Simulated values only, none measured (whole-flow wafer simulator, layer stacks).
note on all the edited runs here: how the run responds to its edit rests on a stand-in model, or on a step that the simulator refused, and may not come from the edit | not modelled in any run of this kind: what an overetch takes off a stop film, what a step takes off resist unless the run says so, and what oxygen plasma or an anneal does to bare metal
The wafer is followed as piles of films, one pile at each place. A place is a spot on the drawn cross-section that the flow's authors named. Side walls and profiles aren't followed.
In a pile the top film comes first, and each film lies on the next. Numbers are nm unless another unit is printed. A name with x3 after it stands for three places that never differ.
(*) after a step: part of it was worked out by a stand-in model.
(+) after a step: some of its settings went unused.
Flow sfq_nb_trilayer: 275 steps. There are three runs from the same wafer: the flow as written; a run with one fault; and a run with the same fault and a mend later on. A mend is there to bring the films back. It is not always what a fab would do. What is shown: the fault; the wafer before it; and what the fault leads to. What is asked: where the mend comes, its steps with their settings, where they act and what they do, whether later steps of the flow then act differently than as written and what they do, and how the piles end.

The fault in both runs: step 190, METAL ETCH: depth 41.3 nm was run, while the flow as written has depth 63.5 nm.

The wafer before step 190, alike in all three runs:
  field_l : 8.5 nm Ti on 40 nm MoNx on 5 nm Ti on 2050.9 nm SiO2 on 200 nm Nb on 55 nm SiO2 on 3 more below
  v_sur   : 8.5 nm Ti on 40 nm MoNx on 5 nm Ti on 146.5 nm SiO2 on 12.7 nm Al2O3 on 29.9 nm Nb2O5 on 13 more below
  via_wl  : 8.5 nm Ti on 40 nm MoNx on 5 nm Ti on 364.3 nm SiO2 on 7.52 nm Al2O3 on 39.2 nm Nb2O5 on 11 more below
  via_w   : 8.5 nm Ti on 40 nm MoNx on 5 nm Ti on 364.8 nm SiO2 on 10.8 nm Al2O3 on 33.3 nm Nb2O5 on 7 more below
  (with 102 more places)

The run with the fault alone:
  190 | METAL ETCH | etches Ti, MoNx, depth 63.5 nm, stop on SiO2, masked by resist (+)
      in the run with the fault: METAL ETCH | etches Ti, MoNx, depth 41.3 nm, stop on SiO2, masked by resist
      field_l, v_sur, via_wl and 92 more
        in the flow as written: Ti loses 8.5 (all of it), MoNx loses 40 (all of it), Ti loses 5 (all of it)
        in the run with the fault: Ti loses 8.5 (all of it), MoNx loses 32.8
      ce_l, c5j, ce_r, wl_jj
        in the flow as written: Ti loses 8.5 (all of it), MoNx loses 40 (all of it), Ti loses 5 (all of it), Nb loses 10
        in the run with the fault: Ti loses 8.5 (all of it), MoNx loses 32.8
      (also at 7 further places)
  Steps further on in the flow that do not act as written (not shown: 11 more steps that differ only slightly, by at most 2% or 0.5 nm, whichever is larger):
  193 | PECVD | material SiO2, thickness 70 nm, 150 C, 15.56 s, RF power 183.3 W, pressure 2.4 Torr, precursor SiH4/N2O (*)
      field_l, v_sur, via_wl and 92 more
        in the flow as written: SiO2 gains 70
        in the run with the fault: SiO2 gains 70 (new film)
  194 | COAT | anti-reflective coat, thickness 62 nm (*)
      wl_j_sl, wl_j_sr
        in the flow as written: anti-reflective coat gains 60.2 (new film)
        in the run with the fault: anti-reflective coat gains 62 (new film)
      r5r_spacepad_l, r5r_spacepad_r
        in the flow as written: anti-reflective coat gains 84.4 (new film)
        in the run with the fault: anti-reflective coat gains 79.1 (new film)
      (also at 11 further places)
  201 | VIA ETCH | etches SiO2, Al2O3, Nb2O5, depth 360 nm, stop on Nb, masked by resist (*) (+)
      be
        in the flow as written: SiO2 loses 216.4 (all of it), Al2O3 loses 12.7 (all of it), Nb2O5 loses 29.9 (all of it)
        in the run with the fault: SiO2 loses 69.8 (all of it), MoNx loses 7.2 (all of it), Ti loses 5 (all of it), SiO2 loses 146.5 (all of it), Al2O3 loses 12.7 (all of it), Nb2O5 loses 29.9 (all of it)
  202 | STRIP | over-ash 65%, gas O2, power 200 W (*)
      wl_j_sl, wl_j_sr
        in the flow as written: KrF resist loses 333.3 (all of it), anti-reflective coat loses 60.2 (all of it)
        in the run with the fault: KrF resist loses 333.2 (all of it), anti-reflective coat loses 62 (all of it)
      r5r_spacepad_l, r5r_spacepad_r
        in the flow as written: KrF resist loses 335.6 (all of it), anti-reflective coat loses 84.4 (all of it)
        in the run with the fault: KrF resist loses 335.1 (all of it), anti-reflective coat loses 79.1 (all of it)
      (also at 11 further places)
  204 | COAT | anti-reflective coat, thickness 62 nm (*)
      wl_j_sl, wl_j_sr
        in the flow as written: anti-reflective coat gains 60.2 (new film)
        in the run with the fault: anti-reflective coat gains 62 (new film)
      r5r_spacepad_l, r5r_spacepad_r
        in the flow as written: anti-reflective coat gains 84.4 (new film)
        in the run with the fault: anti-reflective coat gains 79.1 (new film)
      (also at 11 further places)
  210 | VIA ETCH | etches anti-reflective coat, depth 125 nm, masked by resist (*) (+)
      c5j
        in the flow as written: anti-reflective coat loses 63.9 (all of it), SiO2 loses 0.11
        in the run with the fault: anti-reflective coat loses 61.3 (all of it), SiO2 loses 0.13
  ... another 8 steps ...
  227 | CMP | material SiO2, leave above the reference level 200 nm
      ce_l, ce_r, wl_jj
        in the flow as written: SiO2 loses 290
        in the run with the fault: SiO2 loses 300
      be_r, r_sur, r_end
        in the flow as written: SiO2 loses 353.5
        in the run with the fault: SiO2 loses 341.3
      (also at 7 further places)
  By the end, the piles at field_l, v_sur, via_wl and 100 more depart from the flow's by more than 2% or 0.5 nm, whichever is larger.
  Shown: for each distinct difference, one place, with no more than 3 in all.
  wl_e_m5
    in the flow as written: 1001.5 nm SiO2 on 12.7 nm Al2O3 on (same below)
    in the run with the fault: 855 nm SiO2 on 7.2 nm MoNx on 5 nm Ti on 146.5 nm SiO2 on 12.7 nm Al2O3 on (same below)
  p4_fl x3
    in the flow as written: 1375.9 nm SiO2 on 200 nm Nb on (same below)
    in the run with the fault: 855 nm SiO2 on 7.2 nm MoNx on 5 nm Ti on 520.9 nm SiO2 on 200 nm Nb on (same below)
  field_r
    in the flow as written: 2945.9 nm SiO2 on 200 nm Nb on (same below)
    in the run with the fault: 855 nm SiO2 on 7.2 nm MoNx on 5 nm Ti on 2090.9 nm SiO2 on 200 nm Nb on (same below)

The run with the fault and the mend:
  The mend stands after step 191.
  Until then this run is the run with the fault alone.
  191a | COAT | anti-reflective coat, thickness 62 nm (*) (the flow's step 183 again)
      p4_fl x3, p4_w1 x9, p4_g1 x2 and 57 more
        anti-reflective coat gains 62 (new film)
      field_l, v_sur, via_wl and 7 more
        anti-reflective coat gains 62.2 (new film)
      wire, be, lsp_m, ln_m6
        anti-reflective coat gains 62.3 (new film)
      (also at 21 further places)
  191b | COAT | KrF resist, thickness 600 nm (*) (the flow's step 184 again)
      p4_fl x3, p4_w1 x9, p4_g1 x2 and 57 more
        KrF resist gains 600 (new film)
      v_sur, via_wl, via_w
        KrF resist gains 600.5 (new film)
      via_wr, via_sp, l0v
        KrF resist gains 600.6 (new film)
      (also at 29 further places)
  191c | SOFTBAKE | KrF resist (the flow's step 185 again)
      leaves every film unchanged at each place that is followed
  191d | EXPOSE | photomask R5, dose 12.12 mJ/cm2, NA 0.6, wavelength 248 nm (*) (the flow's step 186 again)
      leaves every film unchanged at each place that is followed
  191e | PEB | KrF resist, 90 s (the flow's step 187 again)
      field_l, v_sur, via_wl and 77 more
        KrF resist loses 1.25
      wire, be, be_sur and 14 more
        KrF resist loses 1.26
      be_r, r_sur, res, r_end
        KrF resist loses 1.22
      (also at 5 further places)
  191f | DEVELOP | KrF resist, thickness 600 nm, 60 s (the flow's step 188 again)
      p4_fl x3, p4_w1 x9, p4_g1 x2 and 57 more
        KrF resist loses 598.7 (all of it)
      be_r, r_sur, res, r_end, r5r_line_l, r5r_line_c, r5r_line_r
        KrF resist loses 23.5
      via_w, via_wr, via_sp, l0v
        KrF resist loses 599.3 (all of it)
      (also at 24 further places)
  191g | METAL ETCH | etches anti-reflective coat, depth 125 nm, masked by resist (*) (+) (the flow's step 189 again)
      p4_fl x3, p4_w1 x9, p4_g1 x2 and 57 more
        anti-reflective coat loses 62 (all of it)
      field_l, v_sur, via_wl and 7 more
        anti-reflective coat loses 62.2 (all of it)
      be_r, r_sur, res, r_end, r5r_line_l, r5r_line_c, r5r_line_r
        KrF resist loses 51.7
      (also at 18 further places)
  191h | METAL ETCH | etches Ti, MoNx, depth 22.2 nm, stop on SiO2, masked by resist (+) (the flow's step 190 again, with other settings)
      field_l, v_sur, via_wl and 92 more
        MoNx loses 7.2 (all of it), Ti loses 5 (all of it)
      be_r, r_sur, res, r_end, r5r_line_l, r5r_line_c, r5r_line_r
        KrF resist loses 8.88
      ce_l, c5j, ce_r, wl_jj
        MoNx loses 7.2 (all of it), Ti loses 5 (all of it), Nb loses 10
  191i | STRIP | over-ash 65%, gas O2, power 200 W (*) (the flow's step 191 again)
      r5r_line_c, r5r_line_r
        KrF resist loses 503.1 (all of it), anti-reflective coat loses 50 (all of it)
      be_r
        KrF resist loses 497.6 (all of it), anti-reflective coat loses 55 (all of it)
      r_sur
        KrF resist loses 497.5 (all of it), anti-reflective coat loses 58.3 (all of it)
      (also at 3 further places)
  Every later step of the flow that is run acts as written at every place that is followed.
  The piles end the same as the flow's at every place that both follow.
